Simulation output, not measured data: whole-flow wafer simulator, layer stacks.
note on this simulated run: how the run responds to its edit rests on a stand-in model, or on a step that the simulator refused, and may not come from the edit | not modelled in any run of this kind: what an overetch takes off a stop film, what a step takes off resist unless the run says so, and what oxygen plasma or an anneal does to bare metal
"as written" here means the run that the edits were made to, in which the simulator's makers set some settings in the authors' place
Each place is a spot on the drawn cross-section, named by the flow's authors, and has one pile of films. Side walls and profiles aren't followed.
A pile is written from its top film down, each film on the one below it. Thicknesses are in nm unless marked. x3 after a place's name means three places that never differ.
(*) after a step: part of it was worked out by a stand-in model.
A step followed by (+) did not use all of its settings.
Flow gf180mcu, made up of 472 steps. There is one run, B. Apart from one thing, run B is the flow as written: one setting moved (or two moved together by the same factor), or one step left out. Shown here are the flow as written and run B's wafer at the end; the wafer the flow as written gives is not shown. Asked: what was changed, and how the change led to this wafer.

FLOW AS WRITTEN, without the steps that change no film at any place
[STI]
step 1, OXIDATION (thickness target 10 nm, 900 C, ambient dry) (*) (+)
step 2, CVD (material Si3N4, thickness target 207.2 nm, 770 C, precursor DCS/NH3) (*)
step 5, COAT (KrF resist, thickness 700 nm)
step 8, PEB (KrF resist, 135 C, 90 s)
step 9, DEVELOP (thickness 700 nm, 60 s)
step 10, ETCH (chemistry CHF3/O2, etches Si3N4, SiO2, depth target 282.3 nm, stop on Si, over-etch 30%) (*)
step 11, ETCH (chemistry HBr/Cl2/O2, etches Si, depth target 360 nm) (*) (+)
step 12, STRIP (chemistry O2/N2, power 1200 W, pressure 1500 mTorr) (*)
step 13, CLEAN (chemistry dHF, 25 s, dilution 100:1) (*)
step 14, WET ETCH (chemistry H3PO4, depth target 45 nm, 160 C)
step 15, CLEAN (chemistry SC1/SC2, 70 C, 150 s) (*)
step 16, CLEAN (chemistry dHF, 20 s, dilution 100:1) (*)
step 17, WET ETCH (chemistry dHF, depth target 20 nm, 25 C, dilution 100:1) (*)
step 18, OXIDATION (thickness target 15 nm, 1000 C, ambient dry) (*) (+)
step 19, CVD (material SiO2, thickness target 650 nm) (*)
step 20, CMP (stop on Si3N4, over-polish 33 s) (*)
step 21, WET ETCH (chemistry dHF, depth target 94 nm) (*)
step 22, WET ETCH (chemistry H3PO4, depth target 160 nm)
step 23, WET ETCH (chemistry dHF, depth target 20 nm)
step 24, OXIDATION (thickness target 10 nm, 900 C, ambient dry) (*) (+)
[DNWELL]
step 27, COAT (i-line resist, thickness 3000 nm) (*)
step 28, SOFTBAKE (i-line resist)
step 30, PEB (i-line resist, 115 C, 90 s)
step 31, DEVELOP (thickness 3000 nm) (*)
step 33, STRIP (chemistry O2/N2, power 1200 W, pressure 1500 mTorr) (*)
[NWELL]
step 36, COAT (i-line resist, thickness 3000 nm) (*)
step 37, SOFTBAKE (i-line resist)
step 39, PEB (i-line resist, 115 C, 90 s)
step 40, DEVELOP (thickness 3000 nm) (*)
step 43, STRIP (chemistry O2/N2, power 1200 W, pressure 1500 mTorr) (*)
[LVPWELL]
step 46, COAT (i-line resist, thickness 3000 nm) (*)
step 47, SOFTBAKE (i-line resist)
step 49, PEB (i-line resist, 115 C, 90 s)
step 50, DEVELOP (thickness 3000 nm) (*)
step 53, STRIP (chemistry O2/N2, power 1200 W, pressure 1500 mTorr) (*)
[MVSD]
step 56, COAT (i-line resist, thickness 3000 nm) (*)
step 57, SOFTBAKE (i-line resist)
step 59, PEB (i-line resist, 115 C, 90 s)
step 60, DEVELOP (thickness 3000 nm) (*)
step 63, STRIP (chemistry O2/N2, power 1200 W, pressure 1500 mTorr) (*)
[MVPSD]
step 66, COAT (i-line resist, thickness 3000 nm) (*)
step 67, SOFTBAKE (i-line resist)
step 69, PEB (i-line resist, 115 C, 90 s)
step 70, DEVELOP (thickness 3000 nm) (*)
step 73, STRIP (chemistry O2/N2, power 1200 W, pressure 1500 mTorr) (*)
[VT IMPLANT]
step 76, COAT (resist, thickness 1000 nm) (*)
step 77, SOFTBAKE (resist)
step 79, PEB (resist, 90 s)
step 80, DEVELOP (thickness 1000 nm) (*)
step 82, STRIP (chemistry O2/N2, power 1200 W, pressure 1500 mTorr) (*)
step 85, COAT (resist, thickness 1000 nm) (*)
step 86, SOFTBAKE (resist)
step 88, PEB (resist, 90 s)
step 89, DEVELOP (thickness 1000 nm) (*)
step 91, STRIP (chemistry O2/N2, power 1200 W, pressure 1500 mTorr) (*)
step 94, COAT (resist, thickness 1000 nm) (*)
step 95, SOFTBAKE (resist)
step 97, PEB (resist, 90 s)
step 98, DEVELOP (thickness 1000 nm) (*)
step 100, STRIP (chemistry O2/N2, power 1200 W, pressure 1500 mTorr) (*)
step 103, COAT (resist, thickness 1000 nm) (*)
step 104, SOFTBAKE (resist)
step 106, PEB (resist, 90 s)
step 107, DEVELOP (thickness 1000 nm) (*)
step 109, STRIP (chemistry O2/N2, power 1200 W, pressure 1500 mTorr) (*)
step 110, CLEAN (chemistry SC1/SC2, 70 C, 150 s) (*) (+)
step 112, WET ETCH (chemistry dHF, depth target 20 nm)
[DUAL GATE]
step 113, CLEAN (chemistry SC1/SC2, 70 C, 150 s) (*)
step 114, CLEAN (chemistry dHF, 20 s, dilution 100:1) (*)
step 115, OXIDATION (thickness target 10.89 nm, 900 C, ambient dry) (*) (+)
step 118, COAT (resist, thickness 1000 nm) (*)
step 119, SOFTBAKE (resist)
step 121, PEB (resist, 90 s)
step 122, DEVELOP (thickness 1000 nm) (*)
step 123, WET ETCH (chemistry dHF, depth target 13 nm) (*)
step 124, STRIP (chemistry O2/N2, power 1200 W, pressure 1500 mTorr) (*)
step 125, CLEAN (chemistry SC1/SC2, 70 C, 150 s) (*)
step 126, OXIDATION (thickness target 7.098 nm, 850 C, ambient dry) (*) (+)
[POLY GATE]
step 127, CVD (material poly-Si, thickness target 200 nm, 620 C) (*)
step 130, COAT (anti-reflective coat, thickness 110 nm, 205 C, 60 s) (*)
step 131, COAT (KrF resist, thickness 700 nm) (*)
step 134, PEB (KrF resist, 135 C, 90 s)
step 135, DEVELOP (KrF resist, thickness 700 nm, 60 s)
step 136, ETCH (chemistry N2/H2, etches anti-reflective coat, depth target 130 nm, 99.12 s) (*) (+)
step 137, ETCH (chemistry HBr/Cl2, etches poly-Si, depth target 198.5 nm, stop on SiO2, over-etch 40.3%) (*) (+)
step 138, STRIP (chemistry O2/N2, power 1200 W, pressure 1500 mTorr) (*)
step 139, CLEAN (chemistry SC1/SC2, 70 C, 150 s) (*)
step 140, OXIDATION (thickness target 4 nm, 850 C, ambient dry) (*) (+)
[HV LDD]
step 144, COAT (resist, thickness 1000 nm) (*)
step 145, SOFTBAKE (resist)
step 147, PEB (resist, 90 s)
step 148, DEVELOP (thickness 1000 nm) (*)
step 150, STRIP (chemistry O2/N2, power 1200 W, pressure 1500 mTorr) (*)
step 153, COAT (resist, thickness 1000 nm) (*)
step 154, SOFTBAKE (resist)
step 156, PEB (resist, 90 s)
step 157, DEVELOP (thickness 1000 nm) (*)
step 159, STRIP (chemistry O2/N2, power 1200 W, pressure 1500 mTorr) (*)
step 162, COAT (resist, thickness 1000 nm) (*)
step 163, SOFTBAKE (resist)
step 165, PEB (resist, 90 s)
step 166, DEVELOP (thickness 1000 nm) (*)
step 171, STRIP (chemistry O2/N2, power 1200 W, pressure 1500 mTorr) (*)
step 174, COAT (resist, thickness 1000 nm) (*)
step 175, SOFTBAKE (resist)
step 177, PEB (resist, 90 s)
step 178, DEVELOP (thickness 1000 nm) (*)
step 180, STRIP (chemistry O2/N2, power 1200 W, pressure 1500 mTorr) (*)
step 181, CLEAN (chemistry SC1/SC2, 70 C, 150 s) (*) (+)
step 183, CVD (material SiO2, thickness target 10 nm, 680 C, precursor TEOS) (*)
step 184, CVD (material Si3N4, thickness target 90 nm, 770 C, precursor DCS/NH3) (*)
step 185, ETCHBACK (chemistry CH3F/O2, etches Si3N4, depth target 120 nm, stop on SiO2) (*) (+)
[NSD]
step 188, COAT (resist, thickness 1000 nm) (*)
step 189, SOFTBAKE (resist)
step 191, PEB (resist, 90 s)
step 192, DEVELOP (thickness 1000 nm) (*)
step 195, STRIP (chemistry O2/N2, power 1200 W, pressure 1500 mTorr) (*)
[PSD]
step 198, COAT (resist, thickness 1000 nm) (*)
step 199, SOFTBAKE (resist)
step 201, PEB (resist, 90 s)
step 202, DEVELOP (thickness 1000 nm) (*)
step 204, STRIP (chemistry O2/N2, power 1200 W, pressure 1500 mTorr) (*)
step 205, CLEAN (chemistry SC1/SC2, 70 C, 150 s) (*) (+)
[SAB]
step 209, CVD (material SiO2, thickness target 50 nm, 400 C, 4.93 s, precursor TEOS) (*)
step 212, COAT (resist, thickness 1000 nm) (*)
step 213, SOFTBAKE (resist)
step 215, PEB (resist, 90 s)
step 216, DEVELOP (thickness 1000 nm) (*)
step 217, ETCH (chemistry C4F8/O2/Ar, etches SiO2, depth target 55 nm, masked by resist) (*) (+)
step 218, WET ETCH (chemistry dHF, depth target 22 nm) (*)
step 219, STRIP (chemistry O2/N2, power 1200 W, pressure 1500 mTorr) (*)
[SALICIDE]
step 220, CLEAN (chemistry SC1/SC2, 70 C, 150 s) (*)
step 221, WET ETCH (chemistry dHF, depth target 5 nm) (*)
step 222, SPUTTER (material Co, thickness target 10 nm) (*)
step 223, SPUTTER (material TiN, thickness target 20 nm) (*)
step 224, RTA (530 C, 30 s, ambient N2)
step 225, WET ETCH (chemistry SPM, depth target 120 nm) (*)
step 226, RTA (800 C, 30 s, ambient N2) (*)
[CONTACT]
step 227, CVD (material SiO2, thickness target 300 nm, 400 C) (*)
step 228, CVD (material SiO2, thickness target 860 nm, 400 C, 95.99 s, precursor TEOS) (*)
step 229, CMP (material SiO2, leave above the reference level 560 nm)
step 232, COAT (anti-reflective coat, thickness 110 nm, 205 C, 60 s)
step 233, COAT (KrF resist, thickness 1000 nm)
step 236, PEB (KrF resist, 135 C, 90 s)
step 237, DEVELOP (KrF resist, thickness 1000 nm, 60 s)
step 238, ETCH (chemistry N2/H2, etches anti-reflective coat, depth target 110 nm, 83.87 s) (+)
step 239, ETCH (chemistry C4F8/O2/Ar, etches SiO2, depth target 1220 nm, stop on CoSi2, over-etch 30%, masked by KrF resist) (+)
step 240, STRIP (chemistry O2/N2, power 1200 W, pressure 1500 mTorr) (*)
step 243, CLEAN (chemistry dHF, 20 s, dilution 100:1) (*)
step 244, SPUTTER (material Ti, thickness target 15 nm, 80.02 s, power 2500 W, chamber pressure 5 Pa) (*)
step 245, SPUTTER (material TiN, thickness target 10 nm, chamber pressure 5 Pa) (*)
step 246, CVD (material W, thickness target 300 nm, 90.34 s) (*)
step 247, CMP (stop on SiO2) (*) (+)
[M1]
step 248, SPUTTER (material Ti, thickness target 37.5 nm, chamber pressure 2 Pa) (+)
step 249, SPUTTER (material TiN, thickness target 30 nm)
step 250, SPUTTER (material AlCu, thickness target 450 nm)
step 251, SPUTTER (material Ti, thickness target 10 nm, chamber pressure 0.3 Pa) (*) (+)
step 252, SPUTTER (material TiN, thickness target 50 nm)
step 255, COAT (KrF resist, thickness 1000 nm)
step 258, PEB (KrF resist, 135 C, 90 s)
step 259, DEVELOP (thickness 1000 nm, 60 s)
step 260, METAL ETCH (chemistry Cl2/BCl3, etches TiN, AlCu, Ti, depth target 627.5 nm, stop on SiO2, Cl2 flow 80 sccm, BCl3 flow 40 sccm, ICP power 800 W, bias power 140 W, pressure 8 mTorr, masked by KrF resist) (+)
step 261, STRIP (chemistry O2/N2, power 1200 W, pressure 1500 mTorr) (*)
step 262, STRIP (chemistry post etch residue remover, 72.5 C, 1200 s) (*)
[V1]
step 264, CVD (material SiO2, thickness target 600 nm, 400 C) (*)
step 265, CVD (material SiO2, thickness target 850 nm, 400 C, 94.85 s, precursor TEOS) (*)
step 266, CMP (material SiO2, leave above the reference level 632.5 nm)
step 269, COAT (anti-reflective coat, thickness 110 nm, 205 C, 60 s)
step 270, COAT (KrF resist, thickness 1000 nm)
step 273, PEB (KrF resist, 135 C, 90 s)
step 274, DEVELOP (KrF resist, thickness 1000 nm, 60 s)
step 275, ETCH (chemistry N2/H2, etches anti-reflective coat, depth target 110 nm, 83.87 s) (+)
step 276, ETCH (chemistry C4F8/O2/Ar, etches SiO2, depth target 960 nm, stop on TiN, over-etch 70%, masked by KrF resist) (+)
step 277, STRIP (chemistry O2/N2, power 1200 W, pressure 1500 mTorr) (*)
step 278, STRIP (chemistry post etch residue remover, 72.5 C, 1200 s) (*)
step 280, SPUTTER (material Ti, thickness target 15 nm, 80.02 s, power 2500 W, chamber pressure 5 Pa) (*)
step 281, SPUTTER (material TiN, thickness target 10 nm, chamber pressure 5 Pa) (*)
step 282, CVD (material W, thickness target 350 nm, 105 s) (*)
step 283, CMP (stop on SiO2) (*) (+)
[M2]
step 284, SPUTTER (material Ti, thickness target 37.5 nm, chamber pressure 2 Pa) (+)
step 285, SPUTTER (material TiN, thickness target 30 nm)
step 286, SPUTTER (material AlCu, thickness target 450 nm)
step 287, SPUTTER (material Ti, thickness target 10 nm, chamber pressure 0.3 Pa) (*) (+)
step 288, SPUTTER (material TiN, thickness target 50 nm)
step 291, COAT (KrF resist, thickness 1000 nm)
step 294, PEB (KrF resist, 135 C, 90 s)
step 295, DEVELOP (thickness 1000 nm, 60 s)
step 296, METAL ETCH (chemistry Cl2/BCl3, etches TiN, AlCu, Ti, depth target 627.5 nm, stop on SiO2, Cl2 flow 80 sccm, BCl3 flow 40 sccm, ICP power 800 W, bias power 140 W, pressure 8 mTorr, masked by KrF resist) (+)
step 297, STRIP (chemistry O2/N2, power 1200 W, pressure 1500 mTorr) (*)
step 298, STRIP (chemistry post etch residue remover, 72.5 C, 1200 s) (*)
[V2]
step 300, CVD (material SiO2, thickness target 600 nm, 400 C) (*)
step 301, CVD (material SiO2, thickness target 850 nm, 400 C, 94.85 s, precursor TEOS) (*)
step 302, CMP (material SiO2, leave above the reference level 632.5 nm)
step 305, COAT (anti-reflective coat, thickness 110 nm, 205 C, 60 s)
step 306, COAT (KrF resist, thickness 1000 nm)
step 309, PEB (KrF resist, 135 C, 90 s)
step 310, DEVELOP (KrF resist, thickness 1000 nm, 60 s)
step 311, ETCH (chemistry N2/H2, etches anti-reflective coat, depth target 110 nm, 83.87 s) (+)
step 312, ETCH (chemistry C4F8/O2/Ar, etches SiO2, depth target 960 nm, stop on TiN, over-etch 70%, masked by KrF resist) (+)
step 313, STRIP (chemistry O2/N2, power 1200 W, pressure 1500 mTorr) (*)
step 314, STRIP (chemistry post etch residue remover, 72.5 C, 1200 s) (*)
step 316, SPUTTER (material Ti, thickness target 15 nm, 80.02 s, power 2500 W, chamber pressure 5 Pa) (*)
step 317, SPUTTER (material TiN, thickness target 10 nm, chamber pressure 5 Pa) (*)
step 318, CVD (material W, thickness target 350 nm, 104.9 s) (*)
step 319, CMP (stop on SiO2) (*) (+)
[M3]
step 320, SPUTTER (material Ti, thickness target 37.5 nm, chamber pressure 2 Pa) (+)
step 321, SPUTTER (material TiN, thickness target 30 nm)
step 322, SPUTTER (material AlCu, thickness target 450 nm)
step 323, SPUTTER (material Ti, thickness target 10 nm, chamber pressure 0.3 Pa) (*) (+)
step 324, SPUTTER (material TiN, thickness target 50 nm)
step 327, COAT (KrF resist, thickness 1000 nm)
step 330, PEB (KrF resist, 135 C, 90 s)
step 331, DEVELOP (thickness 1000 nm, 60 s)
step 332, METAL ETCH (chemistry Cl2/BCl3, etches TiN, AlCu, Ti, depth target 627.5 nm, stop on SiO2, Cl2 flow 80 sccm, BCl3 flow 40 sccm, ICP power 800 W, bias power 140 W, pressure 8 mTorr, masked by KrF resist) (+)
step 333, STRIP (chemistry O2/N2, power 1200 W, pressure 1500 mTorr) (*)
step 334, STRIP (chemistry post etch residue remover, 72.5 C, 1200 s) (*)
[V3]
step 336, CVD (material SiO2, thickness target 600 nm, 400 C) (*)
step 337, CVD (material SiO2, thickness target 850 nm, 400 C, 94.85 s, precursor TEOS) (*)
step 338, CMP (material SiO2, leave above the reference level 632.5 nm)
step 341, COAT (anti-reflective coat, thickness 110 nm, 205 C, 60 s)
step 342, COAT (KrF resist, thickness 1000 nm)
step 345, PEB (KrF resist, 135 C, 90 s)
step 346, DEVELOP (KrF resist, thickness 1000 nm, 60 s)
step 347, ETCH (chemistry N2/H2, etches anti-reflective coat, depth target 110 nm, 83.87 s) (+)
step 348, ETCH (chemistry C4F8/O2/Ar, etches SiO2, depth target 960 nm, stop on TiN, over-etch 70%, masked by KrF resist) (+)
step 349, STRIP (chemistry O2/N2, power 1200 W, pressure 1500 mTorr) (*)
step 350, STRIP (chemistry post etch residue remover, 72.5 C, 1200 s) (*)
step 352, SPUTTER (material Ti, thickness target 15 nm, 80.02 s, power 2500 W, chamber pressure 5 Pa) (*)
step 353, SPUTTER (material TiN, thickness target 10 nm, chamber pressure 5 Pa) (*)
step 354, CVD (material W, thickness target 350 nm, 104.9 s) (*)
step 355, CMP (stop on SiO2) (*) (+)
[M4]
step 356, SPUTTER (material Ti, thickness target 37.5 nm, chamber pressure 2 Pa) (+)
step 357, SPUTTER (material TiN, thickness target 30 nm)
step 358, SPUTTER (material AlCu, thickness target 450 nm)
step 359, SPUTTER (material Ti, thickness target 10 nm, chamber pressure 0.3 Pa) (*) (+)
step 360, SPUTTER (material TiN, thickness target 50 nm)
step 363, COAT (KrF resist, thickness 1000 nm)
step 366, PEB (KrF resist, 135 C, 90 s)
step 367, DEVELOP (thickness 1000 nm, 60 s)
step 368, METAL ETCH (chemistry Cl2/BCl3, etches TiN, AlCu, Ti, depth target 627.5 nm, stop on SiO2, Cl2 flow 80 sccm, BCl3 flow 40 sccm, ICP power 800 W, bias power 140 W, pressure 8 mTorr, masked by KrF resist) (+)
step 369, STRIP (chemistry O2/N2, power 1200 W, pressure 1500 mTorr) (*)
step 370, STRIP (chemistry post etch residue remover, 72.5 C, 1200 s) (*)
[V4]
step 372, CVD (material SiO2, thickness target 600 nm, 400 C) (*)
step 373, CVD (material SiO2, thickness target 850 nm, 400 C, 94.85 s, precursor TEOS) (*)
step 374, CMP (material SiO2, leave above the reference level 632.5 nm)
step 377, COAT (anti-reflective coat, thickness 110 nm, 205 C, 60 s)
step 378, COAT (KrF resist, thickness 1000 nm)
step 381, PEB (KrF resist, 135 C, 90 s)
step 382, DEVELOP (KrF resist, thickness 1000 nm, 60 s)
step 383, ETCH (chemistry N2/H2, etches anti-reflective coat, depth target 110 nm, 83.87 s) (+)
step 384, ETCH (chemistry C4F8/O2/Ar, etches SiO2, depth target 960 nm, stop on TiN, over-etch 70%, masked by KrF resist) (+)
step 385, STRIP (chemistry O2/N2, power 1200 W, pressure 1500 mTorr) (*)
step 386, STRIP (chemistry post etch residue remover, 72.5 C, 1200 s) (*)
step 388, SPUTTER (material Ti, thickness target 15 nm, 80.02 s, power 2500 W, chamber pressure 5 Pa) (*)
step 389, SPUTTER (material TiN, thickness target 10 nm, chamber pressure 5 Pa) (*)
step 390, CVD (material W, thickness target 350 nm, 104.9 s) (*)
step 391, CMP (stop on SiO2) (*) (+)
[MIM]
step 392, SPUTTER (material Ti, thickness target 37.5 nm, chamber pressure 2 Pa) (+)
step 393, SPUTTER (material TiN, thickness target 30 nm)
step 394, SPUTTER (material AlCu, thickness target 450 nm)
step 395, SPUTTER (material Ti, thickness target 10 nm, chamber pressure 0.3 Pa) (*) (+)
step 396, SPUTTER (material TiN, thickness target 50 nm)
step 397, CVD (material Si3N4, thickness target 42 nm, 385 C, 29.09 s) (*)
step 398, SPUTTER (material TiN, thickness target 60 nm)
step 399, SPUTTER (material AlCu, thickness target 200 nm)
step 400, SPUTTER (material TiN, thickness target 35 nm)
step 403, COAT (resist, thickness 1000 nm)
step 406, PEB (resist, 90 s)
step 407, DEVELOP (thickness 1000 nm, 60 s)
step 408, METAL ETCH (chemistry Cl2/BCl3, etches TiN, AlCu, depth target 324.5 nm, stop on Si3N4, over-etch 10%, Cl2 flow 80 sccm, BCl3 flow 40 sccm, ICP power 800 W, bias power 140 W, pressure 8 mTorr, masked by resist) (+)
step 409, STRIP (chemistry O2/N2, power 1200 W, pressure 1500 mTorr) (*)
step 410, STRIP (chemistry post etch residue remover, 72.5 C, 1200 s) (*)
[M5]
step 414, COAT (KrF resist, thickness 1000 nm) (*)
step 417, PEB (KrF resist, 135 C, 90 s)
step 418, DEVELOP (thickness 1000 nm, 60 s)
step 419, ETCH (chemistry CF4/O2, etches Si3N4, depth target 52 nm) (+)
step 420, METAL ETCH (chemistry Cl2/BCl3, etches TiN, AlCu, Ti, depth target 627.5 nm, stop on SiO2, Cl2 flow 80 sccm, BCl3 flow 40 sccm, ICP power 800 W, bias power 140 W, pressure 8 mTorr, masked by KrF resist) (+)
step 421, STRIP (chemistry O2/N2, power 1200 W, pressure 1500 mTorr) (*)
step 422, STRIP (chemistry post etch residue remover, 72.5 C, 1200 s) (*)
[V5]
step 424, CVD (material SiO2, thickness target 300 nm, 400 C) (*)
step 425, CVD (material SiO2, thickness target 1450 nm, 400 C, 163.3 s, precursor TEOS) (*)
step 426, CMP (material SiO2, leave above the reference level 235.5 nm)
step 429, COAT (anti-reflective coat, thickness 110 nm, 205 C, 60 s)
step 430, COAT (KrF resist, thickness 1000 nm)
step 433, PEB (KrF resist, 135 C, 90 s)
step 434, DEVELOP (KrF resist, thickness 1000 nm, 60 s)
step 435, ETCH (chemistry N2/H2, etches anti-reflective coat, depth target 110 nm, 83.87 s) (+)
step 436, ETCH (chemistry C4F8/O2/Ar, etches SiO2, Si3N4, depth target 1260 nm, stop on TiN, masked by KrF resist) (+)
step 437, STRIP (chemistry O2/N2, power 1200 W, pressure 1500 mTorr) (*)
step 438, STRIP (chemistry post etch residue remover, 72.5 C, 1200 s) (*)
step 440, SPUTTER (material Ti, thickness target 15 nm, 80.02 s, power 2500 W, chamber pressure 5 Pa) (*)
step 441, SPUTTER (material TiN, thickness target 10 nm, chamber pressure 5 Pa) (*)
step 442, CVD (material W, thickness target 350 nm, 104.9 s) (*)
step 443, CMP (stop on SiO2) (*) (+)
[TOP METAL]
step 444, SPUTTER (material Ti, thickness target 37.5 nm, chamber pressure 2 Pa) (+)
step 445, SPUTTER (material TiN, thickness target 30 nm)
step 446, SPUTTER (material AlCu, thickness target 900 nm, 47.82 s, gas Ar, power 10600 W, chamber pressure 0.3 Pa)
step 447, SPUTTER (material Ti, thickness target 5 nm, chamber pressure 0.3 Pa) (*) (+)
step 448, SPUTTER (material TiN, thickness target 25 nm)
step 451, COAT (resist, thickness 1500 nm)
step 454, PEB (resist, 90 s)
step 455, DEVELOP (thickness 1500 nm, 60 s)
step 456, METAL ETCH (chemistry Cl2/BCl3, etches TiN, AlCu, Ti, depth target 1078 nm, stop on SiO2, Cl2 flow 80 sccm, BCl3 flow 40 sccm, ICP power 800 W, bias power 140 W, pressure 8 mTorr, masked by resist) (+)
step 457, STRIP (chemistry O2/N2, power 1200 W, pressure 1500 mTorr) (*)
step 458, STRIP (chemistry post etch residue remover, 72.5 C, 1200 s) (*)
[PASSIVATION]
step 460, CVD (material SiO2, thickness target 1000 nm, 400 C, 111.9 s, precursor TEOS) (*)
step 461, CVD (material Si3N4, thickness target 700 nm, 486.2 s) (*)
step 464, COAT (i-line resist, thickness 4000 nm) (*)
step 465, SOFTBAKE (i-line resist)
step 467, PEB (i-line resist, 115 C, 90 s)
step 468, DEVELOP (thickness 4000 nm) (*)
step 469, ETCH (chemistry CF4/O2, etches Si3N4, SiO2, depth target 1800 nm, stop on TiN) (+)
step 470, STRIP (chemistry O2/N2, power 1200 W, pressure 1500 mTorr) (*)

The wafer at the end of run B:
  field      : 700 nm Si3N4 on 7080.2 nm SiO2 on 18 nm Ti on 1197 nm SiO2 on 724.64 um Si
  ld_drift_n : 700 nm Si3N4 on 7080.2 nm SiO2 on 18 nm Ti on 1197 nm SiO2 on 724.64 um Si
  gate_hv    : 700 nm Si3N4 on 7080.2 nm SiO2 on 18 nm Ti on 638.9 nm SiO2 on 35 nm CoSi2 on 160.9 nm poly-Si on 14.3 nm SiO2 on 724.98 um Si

Cause: step 250, SPUTTER: thickness target 518 nm was run, whereas the flow has thickness target 450 nm.

How this came from the change, step by step:
  step 250, SPUTTER (material AlCu, thickness target 450 nm)
      field, field__w1, field__w2 and 108 more: AlCu gains 518 (new film) (it would be, as written: AlCu gains 450 (new film))
  step 260, METAL ETCH (chemistry Cl2/BCl3, etches TiN, AlCu, Ti, depth target 627.5 nm, stop on SiO2, Cl2 flow 80 sccm, BCl3 flow 40 sccm, ICP power 800 W, bias power 140 W, pressure 8 mTorr, masked by KrF resist) (+)
      field, field__w1, field__w2 and 99 more: TiN loses 50 (all of it), Ti loses 10 (all of it), AlCu loses 518 (all of it), TiN loses 30 (all of it), Ti loses 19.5 (it would be, as written: TiN loses 50 (all of it), Ti loses 10 (all of it), AlCu loses 450 (all of it), TiN loses 30 (all of it), Ti loses 37.5 (all of it))
  step 264, CVD (material SiO2, thickness target 600 nm, 400 C) (*)
      field, field__w1, field__w2 and 99 more: SiO2 gains 600 (new film) (it would be, as written: SiO2 gains 600)
  step 266, CMP (material SiO2, leave above the reference level 632.5 nm)
      field, field__w1, field__w2 and 99 more: SiO2 loses 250 (it would be, as written: SiO2 loses 300)
If metal films that touch count as one body, field has 1 body; the flow as written gives 0 bodies.
If metal films that touch count as one body, ld_drift_n has 1 body; the flow as written gives 0 bodies.
If metal films that touch count as one body, gate_hv has 2 bodies (between them, from the top down: SiO2 638.9); the flow as written gives 1 body.
